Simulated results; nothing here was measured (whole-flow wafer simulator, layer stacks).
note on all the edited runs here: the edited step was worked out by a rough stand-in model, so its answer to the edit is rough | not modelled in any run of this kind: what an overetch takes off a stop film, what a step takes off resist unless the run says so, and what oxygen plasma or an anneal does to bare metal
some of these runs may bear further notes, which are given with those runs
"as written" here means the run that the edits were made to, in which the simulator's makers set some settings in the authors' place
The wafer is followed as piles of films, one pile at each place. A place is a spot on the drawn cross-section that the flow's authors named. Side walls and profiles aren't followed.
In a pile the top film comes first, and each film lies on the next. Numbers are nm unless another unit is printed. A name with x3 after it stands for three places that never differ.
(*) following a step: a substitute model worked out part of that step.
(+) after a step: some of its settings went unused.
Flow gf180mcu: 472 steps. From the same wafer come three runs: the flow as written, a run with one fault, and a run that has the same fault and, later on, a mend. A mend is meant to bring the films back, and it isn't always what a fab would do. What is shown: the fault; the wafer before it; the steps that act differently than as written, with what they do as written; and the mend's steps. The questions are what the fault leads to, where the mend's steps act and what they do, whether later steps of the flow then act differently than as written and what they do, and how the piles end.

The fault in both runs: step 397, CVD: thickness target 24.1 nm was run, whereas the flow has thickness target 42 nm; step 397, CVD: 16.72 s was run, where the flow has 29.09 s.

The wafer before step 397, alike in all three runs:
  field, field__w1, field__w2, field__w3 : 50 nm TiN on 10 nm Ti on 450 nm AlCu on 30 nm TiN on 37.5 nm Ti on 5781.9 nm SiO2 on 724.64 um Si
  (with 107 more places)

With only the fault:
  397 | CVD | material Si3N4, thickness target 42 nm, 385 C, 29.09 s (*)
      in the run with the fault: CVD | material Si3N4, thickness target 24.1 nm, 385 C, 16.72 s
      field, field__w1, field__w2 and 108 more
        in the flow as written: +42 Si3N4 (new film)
        in the run with the fault: +24.2 Si3N4 (new film)
  Steps later in the flow that act otherwise than as written (5 more steps, not shown, differ only slightly: by at most 2% or 0.5 nm, whichever is larger):
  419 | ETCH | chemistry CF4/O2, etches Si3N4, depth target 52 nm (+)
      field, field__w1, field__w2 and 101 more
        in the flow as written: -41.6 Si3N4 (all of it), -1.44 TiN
        in the run with the fault: -23.8 Si3N4 (all of it), -1.65 TiN
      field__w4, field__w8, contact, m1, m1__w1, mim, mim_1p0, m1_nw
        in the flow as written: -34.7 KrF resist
        in the run with the fault: -23.8 KrF resist
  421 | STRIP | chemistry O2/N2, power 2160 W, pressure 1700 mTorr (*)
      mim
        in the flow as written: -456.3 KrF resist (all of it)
        in the run with the fault: -467.1 KrF resist (all of it)
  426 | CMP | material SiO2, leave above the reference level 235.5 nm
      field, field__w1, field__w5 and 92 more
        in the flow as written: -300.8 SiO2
        in the run with the fault: -318.7 SiO2
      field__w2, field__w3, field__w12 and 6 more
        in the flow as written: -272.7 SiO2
        in the run with the fault: -291.3 SiO2
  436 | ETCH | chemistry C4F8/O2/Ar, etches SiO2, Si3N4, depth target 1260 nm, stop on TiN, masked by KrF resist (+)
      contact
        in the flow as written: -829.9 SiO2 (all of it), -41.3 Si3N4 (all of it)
        in the run with the fault: -829.9 SiO2 (all of it), -23.5 Si3N4 (all of it)
  By the end, the piles at field__w4, field__w8, contact, m1, m1__w1, mim, mim_1p0, m1_nw depart from the flow's by more than 2% or 0.5 nm, whichever is larger.
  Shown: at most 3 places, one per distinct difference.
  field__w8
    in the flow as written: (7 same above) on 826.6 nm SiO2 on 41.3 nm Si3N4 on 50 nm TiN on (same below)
    in the run with the fault: (7 same above) on 826.6 nm SiO2 on 23.5 nm Si3N4 on 50 nm TiN on (same below)
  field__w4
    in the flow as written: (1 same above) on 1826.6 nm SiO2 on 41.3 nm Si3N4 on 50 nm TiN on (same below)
    in the run with the fault: (1 same above) on 1826.6 nm SiO2 on 23.5 nm Si3N4 on 50 nm TiN on (same below)
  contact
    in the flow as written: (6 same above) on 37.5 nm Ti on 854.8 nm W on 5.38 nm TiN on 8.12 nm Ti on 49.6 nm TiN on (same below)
    in the run with the fault: (6 same above) on 37.5 nm Ti on 836.8 nm W on 5.44 nm TiN on 8.2 nm Ti on 49.6 nm TiN on (same below)

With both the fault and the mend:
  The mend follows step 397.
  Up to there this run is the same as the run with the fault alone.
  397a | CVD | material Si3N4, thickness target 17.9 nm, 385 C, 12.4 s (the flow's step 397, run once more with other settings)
      field, field__w1, field__w2 and 108 more
        +17.9 Si3N4
  None of the later steps of the flow differs from how it acts as written, at any place that is followed, by more than 2% or 0.5 nm, whichever is larger.
  At the end the piles are close to the flow's at the places that both follow, differing by at most 2% or 0.5 nm, whichever is larger.
